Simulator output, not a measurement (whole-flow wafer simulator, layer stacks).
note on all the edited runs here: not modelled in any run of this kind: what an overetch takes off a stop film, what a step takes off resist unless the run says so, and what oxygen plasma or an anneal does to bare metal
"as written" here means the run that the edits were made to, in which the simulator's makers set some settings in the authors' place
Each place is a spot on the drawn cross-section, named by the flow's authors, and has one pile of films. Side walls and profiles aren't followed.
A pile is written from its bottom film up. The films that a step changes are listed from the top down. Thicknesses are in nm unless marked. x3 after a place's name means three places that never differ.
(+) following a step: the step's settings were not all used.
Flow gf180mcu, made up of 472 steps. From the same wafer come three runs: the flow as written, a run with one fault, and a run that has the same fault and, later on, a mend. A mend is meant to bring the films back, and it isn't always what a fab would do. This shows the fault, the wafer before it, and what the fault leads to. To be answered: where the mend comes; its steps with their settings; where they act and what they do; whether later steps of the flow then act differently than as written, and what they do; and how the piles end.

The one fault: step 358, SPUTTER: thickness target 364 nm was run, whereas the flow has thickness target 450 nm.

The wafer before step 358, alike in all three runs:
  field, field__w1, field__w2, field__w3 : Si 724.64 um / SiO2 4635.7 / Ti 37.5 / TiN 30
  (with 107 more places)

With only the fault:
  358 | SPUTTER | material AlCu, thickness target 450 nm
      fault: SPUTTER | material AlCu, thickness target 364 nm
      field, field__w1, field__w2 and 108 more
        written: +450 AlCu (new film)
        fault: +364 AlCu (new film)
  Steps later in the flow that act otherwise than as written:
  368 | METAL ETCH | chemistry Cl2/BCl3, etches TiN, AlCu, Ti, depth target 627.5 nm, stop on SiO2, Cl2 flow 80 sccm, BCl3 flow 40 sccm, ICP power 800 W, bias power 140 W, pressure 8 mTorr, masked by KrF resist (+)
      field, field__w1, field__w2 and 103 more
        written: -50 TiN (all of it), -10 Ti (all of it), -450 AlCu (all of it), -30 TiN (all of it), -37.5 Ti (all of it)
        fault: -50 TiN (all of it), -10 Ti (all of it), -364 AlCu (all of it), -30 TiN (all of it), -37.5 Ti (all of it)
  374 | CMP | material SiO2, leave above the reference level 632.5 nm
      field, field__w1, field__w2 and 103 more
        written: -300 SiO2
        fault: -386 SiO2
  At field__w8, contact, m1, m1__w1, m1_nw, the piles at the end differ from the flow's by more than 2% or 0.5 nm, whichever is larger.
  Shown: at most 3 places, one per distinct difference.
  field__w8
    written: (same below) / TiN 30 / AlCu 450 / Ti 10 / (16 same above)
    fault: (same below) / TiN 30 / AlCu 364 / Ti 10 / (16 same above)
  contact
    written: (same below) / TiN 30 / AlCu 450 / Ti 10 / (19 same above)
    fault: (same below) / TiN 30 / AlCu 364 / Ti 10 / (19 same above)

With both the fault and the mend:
  After step 358 comes the mend.
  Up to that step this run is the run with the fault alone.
  358a | SPUTTER | material AlCu, thickness target 86 nm (a further turn of the flow's step 358, with different settings)
      field, field__w1, field__w2 and 108 more
        +86 AlCu
  Every later step of the flow that is run acts as written at every place that is followed.
  At every place that both follow, the piles at the end match the flow's.
